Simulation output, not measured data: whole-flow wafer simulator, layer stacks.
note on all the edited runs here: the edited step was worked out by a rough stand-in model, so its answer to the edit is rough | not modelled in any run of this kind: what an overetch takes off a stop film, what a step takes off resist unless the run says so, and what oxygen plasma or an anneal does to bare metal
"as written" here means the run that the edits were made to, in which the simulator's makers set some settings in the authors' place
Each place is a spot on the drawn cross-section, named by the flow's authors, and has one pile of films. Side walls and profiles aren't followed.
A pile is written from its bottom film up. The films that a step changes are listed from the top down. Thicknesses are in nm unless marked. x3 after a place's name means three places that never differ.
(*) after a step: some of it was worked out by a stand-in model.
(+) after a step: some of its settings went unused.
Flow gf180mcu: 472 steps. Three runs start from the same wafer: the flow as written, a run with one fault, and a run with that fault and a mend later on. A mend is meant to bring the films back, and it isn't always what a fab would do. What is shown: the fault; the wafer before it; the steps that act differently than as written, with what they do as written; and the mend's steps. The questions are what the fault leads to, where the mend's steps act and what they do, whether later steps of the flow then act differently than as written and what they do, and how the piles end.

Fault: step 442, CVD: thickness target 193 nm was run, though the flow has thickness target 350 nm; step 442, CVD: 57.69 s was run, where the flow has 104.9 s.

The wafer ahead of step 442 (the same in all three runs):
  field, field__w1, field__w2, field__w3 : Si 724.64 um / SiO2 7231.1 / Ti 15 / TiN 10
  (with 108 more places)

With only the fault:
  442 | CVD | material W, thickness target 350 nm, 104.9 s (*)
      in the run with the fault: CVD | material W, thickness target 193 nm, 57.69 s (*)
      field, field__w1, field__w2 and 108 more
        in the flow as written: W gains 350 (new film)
        in the run with the fault: W gains 193.8 (new film)
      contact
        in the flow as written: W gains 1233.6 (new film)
        in the run with the fault: W gains 1077.4 (new film)
  Steps further on in the flow that do not act as written:
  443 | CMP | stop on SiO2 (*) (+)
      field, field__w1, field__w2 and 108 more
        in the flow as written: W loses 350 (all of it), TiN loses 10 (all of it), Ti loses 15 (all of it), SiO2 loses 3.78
        in the run with the fault: W loses 193.8 (all of it), TiN loses 10 (all of it), Ti loses 15 (all of it), SiO2 loses 2.21
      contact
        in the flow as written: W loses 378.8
        in the run with the fault: W loses 221.1
  When the end is reached, the piles differ only a little from the flow's at the places that both follow, at most by 2% or 0.5 nm, whichever is larger.

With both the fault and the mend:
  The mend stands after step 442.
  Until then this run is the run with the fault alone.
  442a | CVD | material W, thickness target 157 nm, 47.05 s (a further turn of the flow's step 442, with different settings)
      field, field__w1, field__w2 and 109 more
        W gains 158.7
  None of the later steps of the flow differs from how it acts as written, at any place that is followed, by more than 2% or 0.5 nm, whichever is larger.
  When the end is reached, the piles differ only a little from the flow's at the places that both follow, at most by 2% or 0.5 nm, whichever is larger.
